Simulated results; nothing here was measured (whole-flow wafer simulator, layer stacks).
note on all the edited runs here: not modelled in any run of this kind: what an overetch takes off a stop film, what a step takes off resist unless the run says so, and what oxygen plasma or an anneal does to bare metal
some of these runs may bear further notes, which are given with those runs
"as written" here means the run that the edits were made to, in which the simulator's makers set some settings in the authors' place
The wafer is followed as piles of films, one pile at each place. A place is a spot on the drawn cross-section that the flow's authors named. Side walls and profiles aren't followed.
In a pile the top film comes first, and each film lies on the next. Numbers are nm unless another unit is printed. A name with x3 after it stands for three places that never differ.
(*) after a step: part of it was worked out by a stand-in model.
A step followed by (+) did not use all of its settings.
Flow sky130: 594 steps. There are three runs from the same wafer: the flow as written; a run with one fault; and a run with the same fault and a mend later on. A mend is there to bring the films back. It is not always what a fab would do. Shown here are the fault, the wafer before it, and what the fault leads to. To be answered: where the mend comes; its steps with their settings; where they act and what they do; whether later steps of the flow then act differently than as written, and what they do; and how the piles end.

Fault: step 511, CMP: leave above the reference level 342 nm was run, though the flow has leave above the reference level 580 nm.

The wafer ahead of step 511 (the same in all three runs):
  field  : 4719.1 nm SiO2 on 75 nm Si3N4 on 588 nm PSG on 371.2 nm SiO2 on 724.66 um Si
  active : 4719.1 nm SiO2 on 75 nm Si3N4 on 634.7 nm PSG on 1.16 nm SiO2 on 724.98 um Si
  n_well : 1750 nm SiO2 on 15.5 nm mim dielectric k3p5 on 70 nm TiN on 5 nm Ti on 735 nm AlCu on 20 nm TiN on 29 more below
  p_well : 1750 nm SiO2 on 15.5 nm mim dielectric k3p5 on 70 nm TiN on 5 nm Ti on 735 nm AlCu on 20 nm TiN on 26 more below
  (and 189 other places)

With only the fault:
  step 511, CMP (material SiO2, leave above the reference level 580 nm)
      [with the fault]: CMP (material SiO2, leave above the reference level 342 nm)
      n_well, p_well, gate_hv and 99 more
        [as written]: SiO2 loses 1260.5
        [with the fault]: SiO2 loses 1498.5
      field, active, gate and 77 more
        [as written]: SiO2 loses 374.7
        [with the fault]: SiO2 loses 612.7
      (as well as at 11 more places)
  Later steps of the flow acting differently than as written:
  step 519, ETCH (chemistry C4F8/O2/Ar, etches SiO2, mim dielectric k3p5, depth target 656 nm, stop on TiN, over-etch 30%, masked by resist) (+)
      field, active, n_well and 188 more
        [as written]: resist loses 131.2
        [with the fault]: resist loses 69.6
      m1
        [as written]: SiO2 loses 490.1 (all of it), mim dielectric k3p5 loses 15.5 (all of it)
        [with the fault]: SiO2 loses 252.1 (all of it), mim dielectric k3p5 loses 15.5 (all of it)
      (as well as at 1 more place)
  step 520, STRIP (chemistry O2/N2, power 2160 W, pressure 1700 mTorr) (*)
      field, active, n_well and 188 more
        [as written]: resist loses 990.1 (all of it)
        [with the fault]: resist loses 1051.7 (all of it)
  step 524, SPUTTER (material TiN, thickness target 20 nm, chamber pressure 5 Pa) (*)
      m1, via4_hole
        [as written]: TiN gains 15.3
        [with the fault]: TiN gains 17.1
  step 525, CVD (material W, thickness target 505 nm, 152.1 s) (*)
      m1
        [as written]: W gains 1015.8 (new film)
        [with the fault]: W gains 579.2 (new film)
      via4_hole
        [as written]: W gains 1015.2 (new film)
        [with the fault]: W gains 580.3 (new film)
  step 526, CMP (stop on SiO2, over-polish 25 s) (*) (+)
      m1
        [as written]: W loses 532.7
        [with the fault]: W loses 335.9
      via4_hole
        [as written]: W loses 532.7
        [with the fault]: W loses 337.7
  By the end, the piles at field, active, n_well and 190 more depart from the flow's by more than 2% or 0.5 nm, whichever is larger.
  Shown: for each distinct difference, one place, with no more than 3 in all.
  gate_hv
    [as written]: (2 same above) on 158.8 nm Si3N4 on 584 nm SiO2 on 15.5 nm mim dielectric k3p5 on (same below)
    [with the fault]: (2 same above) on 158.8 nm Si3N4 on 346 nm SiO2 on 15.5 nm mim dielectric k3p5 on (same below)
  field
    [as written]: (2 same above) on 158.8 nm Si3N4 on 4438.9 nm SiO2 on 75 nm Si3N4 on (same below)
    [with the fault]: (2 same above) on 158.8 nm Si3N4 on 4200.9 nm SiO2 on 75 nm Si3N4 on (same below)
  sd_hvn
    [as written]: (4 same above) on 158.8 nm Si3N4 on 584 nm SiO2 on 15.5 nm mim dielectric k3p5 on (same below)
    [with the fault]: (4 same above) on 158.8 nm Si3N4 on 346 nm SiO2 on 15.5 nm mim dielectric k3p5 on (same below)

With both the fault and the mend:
  The mend follows step 511.
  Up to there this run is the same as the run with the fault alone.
  step 511a, HDPCVD (thickness target 238 nm) (*) (the flow's step 510 again, with other settings)
      field, active, n_well and 190 more
        SiO2 gains 238
  Later steps of the flow that are run all act as written at every place that is followed.
  By the end, the piles equal the flow's at every place that both follow.
